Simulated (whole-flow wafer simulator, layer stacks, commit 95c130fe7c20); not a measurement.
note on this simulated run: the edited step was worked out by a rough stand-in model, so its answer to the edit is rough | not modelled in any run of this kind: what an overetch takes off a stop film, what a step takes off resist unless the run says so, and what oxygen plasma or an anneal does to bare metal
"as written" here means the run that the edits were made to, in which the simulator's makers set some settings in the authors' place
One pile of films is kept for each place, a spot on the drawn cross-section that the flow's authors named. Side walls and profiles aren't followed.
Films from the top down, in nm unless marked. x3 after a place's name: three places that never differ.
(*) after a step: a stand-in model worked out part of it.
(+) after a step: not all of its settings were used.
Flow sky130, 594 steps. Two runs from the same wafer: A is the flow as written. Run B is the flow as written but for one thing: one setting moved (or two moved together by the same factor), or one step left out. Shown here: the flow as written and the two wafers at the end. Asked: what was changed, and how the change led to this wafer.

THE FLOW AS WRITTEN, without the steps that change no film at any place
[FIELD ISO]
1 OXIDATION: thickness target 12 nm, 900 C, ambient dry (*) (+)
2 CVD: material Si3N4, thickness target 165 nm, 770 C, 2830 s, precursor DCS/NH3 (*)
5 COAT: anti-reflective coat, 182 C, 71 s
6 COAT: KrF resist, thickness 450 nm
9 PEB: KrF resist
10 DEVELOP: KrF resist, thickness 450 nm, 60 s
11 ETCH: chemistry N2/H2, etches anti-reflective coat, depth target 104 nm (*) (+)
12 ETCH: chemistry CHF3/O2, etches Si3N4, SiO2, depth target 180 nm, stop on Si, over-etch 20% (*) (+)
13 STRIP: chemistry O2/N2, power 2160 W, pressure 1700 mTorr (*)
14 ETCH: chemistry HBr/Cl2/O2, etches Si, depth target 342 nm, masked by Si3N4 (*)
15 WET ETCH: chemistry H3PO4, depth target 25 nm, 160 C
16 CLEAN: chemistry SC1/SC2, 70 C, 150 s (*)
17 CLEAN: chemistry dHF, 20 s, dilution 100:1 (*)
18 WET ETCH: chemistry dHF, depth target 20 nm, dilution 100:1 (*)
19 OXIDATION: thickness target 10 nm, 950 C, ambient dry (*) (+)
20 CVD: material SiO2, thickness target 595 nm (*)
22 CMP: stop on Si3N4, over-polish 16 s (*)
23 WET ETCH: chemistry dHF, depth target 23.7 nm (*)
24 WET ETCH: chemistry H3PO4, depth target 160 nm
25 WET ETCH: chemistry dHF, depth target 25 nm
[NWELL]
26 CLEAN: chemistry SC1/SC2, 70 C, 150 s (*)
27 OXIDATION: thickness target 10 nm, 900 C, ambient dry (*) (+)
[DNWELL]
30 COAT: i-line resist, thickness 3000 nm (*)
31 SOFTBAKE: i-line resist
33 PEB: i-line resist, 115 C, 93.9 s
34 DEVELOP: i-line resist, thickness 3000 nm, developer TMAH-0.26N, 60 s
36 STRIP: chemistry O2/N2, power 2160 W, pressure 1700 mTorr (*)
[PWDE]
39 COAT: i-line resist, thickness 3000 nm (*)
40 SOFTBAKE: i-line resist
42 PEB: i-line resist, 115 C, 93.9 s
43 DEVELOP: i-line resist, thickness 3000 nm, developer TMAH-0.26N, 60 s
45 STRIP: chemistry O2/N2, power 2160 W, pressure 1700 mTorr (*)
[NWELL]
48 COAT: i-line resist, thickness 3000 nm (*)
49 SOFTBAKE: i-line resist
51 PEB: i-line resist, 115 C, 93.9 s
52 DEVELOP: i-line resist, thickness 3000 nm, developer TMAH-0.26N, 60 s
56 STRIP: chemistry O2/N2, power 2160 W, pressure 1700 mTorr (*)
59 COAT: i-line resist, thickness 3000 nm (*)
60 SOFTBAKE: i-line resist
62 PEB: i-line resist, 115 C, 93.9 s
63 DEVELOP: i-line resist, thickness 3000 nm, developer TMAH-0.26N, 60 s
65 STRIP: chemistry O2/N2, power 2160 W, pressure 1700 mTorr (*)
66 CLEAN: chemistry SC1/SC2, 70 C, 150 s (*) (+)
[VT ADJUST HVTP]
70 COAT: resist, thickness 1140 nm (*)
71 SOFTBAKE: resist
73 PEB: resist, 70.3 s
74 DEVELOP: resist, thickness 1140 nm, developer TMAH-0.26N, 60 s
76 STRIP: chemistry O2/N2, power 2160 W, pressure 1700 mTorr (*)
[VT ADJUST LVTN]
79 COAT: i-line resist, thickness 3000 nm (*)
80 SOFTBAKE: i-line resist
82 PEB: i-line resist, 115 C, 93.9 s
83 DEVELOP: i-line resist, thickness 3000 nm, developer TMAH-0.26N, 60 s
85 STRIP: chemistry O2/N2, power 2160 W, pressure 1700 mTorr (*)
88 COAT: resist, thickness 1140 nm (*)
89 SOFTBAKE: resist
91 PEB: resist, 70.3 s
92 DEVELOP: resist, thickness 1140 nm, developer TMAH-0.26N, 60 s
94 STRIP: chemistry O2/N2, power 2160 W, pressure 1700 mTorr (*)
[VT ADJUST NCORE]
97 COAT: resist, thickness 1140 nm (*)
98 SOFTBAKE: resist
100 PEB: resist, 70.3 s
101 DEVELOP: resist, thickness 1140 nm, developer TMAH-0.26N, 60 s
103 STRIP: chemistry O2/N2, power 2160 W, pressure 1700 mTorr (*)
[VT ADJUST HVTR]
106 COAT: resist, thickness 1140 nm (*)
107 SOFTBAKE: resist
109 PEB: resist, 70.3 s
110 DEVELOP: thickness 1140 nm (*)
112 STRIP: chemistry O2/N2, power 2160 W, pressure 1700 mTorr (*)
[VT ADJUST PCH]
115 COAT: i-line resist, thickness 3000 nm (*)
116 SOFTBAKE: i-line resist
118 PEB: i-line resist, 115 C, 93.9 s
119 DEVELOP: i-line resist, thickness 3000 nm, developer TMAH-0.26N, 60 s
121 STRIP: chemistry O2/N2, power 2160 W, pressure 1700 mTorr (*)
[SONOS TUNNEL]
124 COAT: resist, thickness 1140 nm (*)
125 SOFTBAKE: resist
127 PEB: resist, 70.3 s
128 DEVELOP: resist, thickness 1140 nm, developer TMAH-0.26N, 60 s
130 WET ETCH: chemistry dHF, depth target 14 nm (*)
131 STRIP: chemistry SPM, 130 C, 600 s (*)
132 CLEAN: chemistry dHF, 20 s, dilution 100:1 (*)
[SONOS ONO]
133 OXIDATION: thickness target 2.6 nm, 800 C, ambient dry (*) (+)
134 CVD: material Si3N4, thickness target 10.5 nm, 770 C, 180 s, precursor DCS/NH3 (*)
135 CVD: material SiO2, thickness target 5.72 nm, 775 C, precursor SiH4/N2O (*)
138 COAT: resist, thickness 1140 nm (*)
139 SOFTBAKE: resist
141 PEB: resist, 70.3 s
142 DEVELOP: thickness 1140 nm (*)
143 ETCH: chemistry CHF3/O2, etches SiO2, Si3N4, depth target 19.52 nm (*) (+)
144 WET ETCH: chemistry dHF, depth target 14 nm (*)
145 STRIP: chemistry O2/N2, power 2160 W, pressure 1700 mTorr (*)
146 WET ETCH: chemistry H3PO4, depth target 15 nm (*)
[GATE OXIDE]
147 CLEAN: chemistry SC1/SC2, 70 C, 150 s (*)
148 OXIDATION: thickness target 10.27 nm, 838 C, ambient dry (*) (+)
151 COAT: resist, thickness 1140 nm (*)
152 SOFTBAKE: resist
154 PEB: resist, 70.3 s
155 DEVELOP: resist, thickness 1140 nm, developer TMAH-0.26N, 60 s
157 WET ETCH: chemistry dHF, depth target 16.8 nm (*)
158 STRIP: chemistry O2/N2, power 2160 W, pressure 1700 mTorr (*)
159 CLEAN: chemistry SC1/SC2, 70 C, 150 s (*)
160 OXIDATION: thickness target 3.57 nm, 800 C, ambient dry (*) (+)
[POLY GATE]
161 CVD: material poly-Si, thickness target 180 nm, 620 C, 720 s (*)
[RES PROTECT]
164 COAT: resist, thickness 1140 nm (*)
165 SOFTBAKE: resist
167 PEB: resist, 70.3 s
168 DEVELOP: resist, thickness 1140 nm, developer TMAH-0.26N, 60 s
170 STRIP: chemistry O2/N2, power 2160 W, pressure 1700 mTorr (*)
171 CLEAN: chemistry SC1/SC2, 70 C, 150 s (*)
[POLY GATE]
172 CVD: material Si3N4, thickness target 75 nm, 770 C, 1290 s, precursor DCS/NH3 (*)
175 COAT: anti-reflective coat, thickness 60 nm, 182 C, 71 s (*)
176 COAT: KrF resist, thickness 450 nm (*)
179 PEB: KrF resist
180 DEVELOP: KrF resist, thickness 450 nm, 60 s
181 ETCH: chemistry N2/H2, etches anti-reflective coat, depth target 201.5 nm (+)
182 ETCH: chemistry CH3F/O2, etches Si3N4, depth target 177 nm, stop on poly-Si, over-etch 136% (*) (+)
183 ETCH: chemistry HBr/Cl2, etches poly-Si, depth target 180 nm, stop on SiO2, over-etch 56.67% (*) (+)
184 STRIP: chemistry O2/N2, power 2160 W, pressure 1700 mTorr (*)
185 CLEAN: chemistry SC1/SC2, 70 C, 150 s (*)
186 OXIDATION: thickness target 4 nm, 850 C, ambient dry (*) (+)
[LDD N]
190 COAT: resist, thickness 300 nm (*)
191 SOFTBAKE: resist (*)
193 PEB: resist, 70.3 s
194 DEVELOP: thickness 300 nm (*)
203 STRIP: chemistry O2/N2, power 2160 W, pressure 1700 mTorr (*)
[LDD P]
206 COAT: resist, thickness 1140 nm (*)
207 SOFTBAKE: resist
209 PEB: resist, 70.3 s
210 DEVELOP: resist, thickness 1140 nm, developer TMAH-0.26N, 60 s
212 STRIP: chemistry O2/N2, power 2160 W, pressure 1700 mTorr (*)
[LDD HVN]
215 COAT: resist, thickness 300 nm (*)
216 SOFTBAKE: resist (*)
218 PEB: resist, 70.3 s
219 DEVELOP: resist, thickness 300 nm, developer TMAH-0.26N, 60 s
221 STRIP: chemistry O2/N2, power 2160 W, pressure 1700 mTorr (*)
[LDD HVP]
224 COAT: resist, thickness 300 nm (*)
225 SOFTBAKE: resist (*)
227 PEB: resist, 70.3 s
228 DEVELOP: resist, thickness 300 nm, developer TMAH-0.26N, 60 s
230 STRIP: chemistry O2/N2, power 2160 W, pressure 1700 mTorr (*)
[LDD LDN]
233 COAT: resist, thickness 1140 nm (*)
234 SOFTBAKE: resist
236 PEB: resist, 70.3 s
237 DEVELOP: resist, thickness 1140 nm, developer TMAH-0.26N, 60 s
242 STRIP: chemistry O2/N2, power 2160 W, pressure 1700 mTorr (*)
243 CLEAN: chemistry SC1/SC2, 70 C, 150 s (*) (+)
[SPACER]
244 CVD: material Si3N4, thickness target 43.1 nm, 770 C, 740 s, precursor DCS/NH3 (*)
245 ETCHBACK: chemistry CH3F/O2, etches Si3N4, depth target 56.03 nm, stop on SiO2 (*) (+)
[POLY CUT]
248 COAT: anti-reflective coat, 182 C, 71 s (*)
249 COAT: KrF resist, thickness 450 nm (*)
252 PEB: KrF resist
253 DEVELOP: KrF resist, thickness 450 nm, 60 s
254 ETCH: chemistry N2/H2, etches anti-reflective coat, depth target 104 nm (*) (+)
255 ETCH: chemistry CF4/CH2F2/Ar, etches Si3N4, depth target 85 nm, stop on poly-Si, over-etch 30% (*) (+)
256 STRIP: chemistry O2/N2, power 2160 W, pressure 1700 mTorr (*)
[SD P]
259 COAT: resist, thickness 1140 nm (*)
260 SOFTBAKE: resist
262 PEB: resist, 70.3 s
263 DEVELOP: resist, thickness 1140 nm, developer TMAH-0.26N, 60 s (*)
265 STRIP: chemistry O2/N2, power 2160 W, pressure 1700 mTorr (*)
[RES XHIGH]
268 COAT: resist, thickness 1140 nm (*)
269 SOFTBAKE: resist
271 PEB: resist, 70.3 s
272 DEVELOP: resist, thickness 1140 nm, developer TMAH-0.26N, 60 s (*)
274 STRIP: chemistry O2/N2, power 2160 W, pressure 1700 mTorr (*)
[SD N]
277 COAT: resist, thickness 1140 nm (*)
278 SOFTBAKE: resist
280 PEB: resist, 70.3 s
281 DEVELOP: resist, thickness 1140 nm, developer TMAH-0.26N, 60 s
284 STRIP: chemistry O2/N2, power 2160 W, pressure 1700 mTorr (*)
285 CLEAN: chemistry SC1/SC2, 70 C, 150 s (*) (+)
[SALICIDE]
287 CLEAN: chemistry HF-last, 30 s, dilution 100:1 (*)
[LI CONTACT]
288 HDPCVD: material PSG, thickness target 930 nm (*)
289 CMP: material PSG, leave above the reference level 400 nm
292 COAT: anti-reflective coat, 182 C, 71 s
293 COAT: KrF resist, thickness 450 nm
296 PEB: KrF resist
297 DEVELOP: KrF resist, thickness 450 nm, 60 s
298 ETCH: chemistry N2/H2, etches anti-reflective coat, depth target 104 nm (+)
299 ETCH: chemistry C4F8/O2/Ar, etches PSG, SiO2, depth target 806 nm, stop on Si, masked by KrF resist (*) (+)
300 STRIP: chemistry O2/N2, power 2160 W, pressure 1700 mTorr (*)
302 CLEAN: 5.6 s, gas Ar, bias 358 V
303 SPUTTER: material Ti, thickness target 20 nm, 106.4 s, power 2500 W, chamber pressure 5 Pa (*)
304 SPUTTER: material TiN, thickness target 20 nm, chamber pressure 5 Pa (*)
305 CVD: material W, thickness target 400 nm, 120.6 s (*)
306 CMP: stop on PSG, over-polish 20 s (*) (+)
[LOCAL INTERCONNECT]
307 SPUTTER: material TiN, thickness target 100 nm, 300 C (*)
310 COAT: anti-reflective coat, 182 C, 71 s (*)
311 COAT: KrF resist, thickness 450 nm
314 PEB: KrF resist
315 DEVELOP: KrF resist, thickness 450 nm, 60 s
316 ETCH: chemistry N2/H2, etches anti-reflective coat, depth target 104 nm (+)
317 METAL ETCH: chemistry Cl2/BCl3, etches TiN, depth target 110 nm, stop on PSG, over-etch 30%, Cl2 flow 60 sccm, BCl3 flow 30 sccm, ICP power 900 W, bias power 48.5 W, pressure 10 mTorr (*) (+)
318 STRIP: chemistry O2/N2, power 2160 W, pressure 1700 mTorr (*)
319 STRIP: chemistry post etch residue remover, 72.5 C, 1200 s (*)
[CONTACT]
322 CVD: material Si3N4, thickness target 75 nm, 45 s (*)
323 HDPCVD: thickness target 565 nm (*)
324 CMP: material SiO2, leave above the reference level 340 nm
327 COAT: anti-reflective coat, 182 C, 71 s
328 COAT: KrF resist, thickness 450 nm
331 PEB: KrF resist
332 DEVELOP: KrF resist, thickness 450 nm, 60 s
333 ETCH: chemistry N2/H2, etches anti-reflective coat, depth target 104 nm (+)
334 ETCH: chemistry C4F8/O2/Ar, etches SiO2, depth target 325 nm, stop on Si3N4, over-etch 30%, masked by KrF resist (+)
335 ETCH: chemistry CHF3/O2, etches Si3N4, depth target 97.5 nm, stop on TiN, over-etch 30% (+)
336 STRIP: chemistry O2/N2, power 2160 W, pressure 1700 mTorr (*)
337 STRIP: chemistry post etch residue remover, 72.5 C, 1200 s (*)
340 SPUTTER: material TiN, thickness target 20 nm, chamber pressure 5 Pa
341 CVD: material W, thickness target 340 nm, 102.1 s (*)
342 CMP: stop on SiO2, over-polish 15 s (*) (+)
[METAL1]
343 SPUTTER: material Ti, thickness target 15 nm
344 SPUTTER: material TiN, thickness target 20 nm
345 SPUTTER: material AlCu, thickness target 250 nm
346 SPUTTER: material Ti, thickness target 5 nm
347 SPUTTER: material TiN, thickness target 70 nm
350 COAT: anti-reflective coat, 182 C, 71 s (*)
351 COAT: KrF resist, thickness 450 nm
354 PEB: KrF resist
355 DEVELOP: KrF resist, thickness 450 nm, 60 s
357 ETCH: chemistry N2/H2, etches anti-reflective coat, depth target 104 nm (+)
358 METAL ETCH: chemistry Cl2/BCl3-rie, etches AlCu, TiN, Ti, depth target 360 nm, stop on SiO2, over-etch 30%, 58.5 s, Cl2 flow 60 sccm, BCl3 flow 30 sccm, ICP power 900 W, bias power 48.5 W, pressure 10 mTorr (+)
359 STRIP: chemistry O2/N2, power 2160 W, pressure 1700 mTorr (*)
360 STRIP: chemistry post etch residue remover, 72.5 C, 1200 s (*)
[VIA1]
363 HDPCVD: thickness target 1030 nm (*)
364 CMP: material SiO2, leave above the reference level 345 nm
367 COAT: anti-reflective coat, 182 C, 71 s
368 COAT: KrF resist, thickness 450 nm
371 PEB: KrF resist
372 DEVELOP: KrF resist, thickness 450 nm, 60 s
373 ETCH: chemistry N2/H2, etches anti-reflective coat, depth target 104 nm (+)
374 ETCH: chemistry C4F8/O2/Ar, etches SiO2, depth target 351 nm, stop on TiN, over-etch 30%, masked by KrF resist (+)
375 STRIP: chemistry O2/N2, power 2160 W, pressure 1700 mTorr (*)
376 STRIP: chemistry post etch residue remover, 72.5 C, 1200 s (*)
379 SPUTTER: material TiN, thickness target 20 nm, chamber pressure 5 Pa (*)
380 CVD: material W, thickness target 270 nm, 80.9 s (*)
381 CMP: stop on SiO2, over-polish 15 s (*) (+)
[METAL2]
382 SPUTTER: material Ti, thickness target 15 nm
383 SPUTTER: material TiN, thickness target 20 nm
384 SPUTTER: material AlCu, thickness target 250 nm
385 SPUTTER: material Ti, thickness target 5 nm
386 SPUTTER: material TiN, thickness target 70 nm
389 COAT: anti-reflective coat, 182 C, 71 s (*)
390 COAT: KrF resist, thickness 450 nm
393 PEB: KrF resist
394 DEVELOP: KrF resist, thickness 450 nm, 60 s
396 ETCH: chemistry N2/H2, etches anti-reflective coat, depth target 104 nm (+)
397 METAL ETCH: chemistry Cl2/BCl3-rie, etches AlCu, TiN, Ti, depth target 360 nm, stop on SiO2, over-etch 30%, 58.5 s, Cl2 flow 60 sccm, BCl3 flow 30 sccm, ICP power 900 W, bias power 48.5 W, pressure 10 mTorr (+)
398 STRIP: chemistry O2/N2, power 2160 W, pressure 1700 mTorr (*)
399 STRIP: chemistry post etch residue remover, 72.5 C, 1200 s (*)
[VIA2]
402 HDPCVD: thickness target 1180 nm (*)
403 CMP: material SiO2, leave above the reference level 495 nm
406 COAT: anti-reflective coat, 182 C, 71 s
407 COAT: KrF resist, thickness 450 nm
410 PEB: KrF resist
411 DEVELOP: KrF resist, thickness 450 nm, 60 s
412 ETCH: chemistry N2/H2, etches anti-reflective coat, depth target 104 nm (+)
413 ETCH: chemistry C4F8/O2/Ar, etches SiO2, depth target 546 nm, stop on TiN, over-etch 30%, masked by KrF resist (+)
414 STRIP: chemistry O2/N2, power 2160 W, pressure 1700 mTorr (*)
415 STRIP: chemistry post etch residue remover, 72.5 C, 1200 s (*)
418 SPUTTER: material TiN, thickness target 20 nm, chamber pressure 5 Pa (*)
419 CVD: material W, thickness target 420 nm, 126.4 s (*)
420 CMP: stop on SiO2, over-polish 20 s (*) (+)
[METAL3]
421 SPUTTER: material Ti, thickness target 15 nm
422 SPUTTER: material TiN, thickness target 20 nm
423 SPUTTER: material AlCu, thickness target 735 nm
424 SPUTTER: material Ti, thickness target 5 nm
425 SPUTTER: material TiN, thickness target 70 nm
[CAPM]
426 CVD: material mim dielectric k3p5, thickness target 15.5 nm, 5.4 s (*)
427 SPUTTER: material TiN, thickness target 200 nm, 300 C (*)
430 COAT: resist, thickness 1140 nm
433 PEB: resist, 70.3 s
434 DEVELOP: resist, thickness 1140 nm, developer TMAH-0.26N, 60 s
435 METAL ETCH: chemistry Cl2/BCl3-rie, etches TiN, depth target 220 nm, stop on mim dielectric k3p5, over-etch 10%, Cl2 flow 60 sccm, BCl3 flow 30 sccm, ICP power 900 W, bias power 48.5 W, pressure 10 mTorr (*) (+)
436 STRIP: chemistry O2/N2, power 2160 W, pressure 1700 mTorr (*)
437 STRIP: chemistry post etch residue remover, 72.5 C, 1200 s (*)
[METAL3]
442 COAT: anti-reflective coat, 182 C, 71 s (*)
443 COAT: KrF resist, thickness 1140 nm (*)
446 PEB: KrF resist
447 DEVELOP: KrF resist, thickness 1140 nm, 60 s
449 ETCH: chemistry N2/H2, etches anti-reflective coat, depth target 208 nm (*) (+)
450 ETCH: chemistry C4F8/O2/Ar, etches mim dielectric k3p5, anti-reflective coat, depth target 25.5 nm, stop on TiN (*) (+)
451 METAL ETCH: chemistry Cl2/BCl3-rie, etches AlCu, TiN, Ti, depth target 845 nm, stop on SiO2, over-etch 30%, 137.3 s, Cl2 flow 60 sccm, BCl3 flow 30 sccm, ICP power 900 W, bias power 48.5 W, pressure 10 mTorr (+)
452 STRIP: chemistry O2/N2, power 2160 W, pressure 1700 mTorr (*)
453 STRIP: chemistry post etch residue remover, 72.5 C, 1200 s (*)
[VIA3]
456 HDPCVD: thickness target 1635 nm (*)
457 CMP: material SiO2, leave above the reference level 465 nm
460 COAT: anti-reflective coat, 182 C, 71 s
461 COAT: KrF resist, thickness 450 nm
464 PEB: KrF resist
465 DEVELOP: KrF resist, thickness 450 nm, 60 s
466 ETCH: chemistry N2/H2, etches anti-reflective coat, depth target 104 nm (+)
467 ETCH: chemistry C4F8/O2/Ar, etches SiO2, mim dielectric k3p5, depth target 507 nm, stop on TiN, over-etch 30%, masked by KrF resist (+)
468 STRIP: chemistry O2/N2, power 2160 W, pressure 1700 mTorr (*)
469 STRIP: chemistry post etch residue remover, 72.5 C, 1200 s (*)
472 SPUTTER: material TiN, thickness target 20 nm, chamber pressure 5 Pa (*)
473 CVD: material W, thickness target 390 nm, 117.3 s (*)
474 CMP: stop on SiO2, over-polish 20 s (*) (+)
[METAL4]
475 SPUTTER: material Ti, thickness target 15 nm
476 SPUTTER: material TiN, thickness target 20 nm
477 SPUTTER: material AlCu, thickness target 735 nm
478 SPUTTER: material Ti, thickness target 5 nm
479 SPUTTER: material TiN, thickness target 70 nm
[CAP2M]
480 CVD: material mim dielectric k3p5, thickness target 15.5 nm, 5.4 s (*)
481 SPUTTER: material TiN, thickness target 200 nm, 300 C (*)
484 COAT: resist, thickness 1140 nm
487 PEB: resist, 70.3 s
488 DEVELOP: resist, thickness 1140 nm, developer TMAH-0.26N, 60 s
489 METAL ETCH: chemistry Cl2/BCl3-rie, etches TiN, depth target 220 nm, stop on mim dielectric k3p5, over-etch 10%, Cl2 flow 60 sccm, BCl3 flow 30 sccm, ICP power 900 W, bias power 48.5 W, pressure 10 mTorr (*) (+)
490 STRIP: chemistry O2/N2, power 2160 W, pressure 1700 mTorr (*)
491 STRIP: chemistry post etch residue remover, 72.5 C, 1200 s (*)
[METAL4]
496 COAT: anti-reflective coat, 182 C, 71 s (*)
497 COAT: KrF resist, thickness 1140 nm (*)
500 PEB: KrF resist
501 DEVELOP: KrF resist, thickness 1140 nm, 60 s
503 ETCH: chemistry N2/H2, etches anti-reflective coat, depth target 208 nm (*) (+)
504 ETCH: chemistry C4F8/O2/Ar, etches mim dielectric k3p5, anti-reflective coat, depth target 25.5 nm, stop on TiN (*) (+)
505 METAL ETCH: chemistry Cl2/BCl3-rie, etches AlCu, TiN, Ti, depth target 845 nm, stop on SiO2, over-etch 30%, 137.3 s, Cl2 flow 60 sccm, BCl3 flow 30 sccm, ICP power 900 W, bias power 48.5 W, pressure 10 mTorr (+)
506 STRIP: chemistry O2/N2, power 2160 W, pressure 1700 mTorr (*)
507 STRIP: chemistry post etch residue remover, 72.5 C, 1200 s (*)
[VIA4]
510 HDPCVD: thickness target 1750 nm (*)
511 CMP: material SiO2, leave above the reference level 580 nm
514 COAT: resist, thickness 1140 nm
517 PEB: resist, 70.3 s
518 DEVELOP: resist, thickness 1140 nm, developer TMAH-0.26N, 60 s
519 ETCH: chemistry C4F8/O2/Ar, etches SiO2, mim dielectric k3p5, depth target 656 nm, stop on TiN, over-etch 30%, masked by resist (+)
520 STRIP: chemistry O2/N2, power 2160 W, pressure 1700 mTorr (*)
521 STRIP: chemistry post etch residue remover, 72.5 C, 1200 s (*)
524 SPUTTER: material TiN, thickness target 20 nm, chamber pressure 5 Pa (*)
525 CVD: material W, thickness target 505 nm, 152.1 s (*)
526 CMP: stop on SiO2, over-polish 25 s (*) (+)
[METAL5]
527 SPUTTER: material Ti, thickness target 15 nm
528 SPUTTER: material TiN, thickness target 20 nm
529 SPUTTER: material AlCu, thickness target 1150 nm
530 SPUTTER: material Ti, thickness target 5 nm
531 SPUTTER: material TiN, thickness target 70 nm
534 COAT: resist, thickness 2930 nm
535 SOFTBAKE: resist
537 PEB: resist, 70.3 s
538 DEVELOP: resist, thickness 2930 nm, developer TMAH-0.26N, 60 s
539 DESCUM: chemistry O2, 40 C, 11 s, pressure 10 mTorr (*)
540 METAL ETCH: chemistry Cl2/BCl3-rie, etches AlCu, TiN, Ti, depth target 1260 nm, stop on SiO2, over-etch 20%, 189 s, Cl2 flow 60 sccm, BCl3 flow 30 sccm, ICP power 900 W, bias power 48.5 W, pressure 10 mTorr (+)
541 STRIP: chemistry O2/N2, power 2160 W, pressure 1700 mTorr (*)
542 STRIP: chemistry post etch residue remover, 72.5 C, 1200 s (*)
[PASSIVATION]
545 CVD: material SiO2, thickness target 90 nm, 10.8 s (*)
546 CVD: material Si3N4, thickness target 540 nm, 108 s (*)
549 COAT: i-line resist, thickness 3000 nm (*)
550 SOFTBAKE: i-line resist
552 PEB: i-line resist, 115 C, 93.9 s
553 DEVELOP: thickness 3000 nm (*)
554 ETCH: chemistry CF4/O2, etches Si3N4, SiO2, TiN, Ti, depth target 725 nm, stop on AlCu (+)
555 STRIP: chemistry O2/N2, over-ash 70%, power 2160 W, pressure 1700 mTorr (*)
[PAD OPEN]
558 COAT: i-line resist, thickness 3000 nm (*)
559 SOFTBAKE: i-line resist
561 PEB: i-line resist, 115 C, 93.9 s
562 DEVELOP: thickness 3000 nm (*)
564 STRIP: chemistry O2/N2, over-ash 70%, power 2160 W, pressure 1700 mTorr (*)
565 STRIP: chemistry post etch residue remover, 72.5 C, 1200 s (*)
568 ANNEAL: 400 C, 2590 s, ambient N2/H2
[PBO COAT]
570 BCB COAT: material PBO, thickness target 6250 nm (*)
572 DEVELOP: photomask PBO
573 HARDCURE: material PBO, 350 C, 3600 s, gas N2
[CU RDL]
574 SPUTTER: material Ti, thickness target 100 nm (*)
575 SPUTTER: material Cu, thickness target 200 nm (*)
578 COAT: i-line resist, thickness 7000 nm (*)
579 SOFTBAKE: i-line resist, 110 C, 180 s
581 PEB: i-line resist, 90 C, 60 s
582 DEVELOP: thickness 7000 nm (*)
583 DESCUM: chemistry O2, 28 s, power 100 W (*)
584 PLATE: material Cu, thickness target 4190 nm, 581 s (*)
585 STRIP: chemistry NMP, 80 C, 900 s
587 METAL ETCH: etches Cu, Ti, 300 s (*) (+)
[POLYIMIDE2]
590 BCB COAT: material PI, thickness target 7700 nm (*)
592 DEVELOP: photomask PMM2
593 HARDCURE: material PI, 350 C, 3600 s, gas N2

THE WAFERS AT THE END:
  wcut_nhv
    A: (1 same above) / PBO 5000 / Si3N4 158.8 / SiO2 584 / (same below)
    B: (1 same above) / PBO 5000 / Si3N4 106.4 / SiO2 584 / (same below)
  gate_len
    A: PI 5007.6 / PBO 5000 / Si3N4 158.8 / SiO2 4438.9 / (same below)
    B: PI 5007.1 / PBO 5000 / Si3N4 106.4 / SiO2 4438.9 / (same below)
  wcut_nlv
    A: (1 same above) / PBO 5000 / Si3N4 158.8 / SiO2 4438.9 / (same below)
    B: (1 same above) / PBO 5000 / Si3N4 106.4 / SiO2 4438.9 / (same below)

The cause: step 546, CVD: thickness target 362 nm was run, where the flow has thickness target 540 nm; step 546, CVD: 72.4 s was run, where the flow has 108 s.

How the change led to this, step by step:
  546 CVD: material Si3N4, thickness target 540 nm, 108 s (*)
      field, active, n_well and 190 more: A Si3N4 +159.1 (new film) | B Si3N4 +106.7 (new film)
  550 SOFTBAKE: i-line resist
      gate_p_lvt, iso_guard_hv_nw: A i-line resist +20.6 | B i-line resist +19
      active: A i-line resist +12 | B i-line resist +10.9
      (and at 56 more places)
  554 ETCH: chemistry CF4/O2, etches Si3N4, SiO2, TiN, Ti, depth target 725 nm, stop on AlCu (+)
      field, active, n_well and 189 more: A i-line resist -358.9 | B i-line resist -306.5
      pad: A Si3N4 -159.1 (all of it), SiO2 -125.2 (all of it), TiN -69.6 (all of it), Ti -5 (all of it) | B Si3N4 -106.7 (all of it), SiO2 -125.2 (all of it), TiN -69.6 (all of it), Ti -5 (all of it)
  555 STRIP: chemistry O2/N2, over-ash 70%, power 2160 W, pressure 1700 mTorr (*)
      n_well, p_well, sd_n, sd_p: A i-line resist -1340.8 (all of it) | B i-line resist -1393.2 (all of it)
      m1: A i-line resist -1364.1 (all of it) | B i-line resist -1414.3 (all of it)
      (and at 8 more places)
  558 COAT: i-line resist, thickness 3000 nm (*)
      pad: A i-line resist +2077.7 (new film) | B i-line resist +2025 (new film)
  559 SOFTBAKE: i-line resist
      gate_p_lvt, iso_guard_hv_nw: A i-line resist +20.6 | B i-line resist +19
      field: A i-line resist +12.5 | B i-line resist +11.3
      (and at 63 more places)
  561 PEB: i-line resist, 115 C, 93.9 s
      pad: A i-line resist -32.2 | B i-line resist -31.3
  562 DEVELOP: thickness 3000 nm (*)
      pad: A i-line resist -2045.5 (all of it) | B i-line resist -1993.7 (all of it)
  578 COAT: i-line resist, thickness 7000 nm (*)
      pad: A i-line resist +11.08 um (new film) | B i-line resist +11.03 um (new film)
  579 SOFTBAKE: i-line resist, 110 C, 180 s
      rpo_hd_licon, mim2: A i-line resist -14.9 | B i-line resist -14.1
      mim: A i-line resist -16.8 | B i-line resist -16
      (and at 27 more places)
  582 DEVELOP: thickness 7000 nm (*)
      pad: A i-line resist -11.08 um (all of it) | B i-line resist -11.03 um (all of it)
